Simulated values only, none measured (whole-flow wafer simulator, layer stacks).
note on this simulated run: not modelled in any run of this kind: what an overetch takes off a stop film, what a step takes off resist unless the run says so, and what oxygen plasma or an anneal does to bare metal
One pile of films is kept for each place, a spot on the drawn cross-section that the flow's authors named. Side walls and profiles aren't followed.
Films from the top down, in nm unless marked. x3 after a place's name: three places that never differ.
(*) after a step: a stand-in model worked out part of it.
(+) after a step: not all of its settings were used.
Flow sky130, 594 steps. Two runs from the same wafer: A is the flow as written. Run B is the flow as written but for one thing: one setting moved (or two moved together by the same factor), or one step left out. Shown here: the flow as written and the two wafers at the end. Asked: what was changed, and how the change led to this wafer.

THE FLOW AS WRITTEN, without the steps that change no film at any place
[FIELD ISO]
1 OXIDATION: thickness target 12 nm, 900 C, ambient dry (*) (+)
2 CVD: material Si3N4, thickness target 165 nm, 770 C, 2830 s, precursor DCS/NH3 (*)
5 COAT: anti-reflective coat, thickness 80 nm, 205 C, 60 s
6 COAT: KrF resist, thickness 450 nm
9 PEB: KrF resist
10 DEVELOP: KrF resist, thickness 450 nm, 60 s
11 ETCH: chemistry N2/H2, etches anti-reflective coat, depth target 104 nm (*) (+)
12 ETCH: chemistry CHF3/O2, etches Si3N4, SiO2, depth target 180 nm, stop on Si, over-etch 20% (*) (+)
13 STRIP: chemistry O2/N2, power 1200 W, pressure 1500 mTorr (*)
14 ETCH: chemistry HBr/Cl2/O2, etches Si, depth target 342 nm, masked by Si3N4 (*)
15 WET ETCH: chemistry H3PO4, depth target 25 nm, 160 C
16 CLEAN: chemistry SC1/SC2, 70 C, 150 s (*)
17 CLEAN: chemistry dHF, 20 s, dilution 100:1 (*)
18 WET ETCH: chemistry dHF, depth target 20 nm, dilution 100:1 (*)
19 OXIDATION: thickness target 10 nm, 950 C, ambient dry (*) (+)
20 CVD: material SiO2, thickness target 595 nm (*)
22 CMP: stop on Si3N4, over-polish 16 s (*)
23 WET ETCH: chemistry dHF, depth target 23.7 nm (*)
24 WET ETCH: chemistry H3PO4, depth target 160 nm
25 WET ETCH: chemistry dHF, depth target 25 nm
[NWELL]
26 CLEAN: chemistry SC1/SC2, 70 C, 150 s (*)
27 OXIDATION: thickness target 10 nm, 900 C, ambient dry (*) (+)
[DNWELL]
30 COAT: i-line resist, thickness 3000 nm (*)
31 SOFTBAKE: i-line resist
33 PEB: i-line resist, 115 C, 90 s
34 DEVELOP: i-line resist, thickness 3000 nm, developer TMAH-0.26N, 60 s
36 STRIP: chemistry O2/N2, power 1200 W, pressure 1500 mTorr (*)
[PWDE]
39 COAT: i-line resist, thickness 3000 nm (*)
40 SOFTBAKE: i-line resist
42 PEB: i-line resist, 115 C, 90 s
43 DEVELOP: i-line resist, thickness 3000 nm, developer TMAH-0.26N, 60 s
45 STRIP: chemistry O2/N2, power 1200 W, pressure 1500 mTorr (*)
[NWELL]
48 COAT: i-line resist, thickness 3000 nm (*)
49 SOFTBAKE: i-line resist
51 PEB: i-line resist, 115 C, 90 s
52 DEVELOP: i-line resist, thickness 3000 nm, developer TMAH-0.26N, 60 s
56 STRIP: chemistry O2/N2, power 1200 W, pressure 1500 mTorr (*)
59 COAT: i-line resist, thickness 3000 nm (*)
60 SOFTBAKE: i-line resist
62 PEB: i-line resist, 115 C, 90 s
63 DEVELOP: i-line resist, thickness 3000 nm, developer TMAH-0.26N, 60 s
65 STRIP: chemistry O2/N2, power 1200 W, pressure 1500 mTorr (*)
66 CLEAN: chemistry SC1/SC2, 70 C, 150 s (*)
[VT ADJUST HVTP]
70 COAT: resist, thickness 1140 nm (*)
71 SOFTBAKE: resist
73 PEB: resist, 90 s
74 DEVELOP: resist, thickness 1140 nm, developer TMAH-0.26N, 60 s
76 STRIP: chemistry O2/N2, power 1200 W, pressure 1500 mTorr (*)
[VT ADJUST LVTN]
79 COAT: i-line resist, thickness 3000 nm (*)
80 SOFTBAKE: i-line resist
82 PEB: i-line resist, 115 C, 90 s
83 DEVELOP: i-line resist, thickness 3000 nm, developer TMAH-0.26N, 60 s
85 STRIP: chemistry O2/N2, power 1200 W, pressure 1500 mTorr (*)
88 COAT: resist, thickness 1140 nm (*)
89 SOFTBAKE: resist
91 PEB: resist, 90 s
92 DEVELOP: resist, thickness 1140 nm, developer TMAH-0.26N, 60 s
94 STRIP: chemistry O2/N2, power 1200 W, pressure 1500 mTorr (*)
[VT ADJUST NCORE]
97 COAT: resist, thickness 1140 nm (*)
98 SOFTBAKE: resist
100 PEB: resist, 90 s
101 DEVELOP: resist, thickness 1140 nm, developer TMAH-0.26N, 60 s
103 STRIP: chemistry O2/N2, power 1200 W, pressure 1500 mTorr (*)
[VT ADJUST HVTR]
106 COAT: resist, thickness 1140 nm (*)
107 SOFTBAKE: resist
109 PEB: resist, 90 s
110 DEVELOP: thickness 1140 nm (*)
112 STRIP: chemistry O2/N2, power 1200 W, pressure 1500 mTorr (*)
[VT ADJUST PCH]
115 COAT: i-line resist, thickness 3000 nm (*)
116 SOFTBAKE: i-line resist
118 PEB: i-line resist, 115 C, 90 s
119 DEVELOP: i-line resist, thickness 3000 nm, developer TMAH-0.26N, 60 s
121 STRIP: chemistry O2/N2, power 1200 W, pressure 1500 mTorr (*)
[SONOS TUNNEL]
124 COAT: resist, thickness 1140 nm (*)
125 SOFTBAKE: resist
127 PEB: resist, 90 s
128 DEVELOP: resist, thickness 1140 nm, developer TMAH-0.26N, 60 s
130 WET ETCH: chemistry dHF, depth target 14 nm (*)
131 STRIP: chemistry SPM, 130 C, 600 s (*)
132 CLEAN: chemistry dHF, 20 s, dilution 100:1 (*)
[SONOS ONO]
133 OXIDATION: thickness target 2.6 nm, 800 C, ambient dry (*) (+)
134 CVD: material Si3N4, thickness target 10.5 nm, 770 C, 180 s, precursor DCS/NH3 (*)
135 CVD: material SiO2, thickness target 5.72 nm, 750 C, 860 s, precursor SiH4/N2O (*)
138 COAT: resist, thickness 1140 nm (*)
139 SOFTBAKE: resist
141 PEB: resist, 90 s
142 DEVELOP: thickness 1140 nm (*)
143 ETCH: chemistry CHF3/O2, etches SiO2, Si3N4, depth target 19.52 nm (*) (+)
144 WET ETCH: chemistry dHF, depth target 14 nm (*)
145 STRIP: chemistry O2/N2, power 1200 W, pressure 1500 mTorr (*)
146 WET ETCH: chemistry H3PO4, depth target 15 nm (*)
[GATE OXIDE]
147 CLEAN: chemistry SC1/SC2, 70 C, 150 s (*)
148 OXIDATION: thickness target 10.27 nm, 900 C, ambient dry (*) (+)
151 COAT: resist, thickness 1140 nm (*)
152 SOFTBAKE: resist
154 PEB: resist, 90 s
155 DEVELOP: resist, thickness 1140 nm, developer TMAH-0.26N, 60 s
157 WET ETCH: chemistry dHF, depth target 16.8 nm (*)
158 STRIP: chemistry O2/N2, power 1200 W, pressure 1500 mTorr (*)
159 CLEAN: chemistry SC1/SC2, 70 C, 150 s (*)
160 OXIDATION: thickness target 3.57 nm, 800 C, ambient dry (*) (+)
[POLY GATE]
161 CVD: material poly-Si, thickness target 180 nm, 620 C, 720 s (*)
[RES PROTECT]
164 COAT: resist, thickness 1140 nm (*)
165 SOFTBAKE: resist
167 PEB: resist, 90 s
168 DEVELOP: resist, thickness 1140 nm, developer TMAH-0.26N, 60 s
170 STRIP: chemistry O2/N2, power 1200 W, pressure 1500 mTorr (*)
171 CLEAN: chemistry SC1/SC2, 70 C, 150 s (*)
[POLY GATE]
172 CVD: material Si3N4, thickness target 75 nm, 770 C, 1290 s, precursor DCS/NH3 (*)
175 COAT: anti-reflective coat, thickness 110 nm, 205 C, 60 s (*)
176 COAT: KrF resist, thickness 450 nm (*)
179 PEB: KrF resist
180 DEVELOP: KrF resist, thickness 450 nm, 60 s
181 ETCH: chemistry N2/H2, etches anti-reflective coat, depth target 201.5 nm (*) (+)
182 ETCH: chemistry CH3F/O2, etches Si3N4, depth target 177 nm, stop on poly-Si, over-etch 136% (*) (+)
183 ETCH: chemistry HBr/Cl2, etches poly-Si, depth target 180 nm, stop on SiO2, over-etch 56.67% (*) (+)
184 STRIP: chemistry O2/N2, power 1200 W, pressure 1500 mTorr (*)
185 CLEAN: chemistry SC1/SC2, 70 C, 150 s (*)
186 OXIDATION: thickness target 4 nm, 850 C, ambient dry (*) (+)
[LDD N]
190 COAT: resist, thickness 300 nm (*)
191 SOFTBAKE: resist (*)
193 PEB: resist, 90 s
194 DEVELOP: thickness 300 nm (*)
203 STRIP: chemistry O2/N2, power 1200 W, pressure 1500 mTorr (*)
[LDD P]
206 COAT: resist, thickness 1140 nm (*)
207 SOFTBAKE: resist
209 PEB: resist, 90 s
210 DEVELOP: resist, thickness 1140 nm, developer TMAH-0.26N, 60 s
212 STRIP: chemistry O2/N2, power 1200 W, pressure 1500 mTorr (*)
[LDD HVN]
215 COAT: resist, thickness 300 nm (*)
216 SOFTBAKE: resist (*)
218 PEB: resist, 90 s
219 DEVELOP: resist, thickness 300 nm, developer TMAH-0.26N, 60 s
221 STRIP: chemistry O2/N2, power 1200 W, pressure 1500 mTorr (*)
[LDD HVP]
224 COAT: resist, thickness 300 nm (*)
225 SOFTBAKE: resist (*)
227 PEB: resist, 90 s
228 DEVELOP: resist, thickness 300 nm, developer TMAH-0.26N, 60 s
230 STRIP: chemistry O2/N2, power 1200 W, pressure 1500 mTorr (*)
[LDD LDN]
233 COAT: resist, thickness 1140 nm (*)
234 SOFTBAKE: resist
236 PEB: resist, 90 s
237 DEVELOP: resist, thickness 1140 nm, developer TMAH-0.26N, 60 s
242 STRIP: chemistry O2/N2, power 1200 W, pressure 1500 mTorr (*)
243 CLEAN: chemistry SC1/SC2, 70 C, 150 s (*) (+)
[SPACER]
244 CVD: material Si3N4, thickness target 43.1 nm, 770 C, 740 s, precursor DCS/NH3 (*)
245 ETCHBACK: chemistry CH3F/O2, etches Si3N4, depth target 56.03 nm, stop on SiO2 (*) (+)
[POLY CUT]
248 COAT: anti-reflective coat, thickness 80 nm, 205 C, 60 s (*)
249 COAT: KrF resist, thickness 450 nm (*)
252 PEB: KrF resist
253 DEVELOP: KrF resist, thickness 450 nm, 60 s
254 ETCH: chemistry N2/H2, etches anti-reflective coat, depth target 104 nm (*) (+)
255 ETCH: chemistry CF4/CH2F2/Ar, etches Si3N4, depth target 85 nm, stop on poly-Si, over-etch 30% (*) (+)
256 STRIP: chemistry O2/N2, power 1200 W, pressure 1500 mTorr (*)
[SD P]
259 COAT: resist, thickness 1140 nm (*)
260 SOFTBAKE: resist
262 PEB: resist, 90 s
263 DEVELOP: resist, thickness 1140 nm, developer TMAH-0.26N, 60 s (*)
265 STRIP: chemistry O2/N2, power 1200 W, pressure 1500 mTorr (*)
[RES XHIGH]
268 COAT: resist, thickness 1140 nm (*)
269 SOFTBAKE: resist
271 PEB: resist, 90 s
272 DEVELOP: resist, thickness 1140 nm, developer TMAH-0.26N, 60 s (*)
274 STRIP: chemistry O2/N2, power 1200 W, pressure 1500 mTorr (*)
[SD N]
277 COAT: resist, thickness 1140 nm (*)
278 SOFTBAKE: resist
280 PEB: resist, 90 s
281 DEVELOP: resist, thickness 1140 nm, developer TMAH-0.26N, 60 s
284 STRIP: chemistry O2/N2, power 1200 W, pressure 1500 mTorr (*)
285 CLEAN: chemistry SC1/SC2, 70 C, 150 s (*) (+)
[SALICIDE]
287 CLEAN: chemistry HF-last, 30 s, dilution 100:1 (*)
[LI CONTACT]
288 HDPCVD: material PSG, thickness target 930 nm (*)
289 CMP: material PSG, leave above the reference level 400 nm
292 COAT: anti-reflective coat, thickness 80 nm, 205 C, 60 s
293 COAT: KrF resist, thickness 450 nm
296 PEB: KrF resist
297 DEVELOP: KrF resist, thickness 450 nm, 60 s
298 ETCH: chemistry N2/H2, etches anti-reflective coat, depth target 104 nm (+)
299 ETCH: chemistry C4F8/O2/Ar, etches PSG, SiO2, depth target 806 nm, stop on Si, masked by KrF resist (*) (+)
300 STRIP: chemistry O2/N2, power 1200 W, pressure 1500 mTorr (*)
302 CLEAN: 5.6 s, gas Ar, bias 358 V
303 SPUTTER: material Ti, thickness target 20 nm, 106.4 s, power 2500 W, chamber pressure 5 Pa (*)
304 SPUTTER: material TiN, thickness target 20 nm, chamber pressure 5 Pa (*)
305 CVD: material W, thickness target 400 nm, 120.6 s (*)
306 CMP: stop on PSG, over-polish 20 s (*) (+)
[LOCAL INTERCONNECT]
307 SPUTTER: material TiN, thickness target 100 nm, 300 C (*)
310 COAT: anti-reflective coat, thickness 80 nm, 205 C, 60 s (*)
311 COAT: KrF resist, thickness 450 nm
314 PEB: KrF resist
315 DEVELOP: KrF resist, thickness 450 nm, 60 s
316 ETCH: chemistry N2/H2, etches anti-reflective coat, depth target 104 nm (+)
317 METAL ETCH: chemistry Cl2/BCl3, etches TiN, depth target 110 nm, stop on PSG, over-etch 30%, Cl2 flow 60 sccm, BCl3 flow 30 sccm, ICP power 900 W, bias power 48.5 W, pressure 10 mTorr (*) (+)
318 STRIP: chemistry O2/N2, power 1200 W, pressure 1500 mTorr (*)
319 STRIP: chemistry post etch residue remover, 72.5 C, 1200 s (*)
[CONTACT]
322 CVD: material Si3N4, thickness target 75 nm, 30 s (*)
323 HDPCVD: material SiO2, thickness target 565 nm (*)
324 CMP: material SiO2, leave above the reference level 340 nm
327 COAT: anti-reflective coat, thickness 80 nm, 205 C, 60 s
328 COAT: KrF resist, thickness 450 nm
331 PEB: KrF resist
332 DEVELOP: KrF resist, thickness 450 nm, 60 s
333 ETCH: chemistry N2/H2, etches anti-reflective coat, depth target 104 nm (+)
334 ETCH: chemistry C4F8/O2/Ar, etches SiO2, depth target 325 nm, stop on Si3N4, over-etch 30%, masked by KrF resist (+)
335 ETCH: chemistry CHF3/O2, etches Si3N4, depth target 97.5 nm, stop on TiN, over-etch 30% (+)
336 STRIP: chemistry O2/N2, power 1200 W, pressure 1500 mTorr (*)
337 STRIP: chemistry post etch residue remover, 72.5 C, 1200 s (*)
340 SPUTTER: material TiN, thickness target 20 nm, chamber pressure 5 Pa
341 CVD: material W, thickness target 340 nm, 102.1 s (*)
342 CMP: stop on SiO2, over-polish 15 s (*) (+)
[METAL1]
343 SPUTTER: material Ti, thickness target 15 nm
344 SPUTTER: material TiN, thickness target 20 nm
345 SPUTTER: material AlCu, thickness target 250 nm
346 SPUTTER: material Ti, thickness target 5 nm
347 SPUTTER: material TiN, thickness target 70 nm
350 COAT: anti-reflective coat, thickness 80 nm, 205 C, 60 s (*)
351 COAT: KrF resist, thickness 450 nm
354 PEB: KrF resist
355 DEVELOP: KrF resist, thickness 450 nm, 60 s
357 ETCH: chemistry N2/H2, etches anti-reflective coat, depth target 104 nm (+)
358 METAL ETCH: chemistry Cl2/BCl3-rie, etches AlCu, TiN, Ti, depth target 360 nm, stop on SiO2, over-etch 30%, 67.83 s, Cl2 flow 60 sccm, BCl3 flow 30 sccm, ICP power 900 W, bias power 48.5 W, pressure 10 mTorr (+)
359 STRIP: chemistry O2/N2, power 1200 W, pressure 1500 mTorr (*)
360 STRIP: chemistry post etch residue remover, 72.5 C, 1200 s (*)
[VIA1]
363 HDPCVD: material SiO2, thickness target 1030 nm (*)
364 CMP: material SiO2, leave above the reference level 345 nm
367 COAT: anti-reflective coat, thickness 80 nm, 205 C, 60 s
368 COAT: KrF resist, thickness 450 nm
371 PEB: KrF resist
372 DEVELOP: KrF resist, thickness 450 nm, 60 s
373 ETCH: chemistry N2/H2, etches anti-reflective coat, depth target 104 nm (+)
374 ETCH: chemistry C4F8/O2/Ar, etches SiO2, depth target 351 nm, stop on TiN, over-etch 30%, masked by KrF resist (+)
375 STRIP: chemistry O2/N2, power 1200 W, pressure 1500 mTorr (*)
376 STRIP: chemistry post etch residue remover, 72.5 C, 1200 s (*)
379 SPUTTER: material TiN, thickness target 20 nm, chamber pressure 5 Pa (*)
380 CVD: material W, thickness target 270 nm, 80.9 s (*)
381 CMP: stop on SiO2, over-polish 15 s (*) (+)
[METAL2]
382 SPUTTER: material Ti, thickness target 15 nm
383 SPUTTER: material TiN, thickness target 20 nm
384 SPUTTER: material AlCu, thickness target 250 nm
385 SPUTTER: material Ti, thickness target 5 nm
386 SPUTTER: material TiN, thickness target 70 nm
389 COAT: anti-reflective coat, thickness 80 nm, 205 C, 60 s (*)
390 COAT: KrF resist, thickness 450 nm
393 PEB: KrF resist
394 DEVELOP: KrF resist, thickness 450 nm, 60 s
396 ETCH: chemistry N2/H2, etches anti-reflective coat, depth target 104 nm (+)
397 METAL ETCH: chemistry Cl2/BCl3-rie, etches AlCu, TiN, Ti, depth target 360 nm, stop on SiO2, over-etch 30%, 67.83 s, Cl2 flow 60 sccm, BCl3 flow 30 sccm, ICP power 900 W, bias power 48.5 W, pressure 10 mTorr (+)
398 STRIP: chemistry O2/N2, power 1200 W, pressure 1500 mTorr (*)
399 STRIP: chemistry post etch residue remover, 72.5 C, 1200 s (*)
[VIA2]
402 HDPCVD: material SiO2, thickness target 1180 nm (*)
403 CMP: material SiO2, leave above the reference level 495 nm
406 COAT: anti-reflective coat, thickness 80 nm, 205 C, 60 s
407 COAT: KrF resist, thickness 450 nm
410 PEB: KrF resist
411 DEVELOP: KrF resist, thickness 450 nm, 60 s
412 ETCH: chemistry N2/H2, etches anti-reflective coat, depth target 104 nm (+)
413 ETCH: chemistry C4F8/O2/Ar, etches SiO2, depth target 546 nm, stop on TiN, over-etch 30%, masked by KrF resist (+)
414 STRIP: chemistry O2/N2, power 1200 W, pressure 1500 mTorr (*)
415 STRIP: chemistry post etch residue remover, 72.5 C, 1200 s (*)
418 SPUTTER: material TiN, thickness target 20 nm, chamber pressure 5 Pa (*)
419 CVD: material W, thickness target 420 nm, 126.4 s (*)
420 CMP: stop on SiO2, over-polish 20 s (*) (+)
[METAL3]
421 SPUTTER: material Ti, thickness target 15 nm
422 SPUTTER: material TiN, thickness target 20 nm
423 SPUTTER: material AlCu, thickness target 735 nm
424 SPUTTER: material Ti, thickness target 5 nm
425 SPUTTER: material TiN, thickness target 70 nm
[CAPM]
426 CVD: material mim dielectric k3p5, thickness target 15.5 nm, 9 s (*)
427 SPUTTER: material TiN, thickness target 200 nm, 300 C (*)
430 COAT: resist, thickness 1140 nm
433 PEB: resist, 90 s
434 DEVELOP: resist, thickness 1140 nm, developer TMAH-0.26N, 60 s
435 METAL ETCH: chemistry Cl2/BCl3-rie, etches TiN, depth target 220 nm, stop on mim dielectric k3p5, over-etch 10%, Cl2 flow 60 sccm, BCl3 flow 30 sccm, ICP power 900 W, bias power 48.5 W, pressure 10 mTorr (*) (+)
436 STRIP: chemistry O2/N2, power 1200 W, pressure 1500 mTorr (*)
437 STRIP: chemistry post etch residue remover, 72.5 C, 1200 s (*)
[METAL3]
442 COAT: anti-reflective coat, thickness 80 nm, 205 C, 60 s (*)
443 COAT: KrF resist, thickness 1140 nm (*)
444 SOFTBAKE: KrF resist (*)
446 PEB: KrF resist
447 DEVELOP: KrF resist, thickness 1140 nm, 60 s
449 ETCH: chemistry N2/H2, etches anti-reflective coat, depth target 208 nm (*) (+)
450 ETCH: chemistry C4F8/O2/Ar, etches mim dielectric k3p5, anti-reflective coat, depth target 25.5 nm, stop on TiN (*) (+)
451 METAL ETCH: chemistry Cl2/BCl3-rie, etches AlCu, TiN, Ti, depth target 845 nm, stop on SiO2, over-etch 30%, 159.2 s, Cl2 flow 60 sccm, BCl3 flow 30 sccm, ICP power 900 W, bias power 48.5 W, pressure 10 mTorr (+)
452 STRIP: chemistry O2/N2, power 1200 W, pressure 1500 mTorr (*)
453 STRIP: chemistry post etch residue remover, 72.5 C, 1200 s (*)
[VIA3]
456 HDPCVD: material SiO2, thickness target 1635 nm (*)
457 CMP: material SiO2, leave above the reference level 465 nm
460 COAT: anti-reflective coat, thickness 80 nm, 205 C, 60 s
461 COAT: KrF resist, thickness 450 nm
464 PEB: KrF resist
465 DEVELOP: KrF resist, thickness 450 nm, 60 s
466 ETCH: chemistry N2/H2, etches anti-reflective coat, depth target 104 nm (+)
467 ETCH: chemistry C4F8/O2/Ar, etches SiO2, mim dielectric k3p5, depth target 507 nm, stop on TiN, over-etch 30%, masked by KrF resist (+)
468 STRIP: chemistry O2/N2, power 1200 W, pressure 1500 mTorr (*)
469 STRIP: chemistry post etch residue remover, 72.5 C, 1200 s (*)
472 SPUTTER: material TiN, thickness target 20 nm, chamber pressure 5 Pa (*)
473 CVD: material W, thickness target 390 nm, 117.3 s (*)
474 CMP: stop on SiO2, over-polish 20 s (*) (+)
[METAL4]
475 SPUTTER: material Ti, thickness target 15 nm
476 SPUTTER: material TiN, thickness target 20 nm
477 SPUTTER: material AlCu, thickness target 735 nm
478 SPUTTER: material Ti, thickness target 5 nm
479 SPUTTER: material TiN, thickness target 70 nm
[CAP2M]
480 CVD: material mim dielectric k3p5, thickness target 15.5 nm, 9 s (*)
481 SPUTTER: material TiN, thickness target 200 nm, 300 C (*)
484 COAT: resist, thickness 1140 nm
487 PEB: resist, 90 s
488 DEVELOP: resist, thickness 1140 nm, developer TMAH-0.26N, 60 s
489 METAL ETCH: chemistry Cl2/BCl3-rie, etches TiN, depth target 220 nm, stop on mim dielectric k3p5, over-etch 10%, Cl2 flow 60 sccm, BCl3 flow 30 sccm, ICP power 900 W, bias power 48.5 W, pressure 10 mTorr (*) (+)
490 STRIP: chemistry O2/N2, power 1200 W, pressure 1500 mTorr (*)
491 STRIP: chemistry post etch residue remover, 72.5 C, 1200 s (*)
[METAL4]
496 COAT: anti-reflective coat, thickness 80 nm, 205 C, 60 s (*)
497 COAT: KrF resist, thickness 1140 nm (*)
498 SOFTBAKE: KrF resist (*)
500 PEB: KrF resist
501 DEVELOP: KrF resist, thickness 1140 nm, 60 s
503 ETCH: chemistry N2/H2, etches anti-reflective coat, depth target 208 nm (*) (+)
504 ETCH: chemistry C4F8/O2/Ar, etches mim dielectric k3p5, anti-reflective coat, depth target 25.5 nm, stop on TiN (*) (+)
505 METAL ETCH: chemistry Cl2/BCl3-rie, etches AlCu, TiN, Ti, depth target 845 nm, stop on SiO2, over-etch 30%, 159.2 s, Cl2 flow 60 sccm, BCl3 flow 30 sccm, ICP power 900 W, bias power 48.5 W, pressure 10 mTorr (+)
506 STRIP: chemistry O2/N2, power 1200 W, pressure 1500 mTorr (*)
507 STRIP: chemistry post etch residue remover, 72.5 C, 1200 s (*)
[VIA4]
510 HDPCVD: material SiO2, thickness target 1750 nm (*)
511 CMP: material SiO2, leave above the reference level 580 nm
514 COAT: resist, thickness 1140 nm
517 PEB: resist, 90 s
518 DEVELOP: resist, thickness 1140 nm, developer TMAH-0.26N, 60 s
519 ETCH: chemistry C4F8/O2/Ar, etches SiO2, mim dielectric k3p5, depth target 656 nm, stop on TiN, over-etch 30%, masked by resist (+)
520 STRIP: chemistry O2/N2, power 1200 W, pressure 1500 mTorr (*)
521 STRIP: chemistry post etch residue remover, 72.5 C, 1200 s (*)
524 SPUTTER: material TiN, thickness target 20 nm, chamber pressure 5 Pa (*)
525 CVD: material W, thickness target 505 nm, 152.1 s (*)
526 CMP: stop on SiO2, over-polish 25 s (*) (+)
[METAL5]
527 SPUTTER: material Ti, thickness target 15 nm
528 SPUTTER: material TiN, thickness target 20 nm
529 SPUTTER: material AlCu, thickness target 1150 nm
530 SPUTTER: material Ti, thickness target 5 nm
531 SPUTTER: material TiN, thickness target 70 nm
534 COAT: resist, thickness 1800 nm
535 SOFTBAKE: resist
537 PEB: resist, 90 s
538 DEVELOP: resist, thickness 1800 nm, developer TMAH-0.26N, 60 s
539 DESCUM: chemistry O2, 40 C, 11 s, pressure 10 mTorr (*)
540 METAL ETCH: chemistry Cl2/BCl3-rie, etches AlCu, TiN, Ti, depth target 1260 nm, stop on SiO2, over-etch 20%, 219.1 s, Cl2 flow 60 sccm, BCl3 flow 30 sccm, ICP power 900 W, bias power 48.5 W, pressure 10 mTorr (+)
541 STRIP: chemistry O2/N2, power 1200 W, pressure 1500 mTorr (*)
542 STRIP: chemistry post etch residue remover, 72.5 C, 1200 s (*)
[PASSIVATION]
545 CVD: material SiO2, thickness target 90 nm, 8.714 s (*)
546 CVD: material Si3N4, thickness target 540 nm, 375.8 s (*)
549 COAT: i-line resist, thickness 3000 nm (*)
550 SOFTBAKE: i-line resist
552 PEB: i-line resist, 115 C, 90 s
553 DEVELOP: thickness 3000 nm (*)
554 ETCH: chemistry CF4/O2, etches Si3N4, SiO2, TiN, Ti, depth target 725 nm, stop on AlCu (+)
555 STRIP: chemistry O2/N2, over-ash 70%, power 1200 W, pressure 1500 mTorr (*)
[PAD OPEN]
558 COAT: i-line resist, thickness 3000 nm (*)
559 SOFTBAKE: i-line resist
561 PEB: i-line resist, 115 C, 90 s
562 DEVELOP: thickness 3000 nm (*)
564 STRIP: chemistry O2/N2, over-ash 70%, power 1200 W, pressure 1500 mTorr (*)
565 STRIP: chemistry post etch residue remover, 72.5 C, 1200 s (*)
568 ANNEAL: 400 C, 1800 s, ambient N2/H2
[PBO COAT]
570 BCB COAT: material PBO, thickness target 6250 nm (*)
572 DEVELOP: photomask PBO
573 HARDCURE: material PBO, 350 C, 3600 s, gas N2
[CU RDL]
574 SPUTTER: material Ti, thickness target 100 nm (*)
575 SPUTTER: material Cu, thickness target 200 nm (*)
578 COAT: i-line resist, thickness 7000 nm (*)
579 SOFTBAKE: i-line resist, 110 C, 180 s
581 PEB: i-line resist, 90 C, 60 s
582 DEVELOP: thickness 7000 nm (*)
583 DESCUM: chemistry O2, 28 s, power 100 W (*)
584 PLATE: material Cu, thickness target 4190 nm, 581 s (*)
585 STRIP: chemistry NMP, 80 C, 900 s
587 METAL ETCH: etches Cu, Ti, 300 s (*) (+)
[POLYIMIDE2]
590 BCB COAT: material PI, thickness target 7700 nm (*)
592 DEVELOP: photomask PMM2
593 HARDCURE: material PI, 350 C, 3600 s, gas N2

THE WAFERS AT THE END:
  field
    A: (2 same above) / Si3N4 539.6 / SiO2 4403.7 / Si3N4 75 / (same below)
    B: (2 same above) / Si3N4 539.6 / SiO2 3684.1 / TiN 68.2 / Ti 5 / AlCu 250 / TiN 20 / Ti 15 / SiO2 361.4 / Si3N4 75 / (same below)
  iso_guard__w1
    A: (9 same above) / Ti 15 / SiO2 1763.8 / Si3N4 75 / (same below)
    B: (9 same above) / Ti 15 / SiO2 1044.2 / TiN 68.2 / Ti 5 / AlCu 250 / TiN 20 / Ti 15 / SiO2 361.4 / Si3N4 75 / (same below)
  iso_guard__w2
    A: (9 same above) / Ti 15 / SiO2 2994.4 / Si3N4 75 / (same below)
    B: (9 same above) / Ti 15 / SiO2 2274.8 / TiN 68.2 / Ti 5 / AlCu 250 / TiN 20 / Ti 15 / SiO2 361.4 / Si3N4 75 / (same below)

The cause: step 358, METAL ETCH: chemistry Cl2/BCl3-rie, etches AlCu, TiN, Ti, depth target 360 nm, stop on SiO2, over-etch 30%, 67.83 s, Cl2 flow 60 sccm, BCl3 flow 30 sccm, ICP power 900 W, bias power 48.5 W, pressure 10 mTorr (+), was left out.

How the change led to this, step by step:
  359 STRIP: chemistry O2/N2, power 1200 W, pressure 1500 mTorr (*)
      n_well, p_well, gate_hv and 100 more: A KrF resist -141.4 (all of it), anti-reflective coat -80 (all of it) | B KrF resist -375.4 (all of it), anti-reflective coat -80 (all of it)
      poly_licon, rpo_hd_licon: A KrF resist -141.5 (all of it), anti-reflective coat -80.4 (all of it) | B KrF resist -375.5 (all of it), anti-reflective coat -80.4 (all of it)
      (and at 2 more places)
  363 HDPCVD: material SiO2, thickness target 1030 nm (*)
      field, active, gate and 81 more: A SiO2 +1030 | B SiO2 +1030 (new film)
  364 CMP: material SiO2, leave above the reference level 345 nm
      field, active, gate and 81 more: A SiO2 -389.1 | B SiO2 -758.2
Counting metal films that touch as one body, field has 1 body; the flow as written gives 0 bodies.
Counting metal films that touch as one body, iso_guard__w1 has 2 bodies (between them, from the top down: SiO2 1044.2); the flow as written gives 1 body.
Counting metal films that touch as one body, iso_guard__w2 has 2 bodies (between them, from the top down: SiO2 2274.8); the flow as written gives 1 body.
